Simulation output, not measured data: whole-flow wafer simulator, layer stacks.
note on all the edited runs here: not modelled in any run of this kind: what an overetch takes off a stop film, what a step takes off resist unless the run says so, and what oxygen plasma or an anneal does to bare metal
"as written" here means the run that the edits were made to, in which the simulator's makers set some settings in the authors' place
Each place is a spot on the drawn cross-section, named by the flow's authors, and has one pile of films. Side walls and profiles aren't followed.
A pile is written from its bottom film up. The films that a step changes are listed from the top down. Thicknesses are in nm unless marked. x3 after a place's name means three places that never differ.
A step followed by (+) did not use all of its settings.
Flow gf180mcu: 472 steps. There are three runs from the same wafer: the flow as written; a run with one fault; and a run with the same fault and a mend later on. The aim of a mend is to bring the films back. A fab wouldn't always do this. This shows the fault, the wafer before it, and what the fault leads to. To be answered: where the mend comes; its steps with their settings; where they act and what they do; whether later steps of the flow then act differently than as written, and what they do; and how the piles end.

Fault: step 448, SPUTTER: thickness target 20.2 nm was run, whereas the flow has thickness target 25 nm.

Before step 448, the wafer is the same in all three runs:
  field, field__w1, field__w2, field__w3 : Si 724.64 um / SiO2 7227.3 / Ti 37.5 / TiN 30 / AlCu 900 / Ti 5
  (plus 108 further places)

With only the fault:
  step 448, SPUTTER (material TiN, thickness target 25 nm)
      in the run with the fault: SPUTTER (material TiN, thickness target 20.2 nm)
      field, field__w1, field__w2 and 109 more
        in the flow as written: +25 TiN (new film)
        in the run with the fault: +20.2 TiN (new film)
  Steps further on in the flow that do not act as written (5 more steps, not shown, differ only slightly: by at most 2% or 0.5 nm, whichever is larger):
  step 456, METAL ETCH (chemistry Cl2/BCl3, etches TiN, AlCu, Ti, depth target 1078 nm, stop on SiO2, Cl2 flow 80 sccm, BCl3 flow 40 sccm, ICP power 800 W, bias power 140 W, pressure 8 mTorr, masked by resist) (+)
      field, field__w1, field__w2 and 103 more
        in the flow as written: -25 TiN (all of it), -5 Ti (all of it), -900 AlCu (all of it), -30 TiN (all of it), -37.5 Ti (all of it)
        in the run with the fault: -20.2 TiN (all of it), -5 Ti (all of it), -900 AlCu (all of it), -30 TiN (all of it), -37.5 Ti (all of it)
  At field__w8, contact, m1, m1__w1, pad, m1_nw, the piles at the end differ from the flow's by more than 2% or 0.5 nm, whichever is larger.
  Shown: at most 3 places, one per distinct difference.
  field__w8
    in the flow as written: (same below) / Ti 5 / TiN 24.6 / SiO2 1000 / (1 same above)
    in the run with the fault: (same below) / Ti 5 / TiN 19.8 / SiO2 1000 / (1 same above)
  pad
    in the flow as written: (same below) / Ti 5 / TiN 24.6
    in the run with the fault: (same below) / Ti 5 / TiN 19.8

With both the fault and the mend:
  The mend follows step 448.
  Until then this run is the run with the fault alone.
  step 448a, SPUTTER (material TiN, thickness target 4.8 nm) (the flow's step 448 again, with other settings)
      field, field__w1, field__w2 and 109 more
        +4.8 TiN
  Later steps of the flow that are run all act as written at every place that is followed.
  By the end, the piles equal the flow's at every place that both follow.
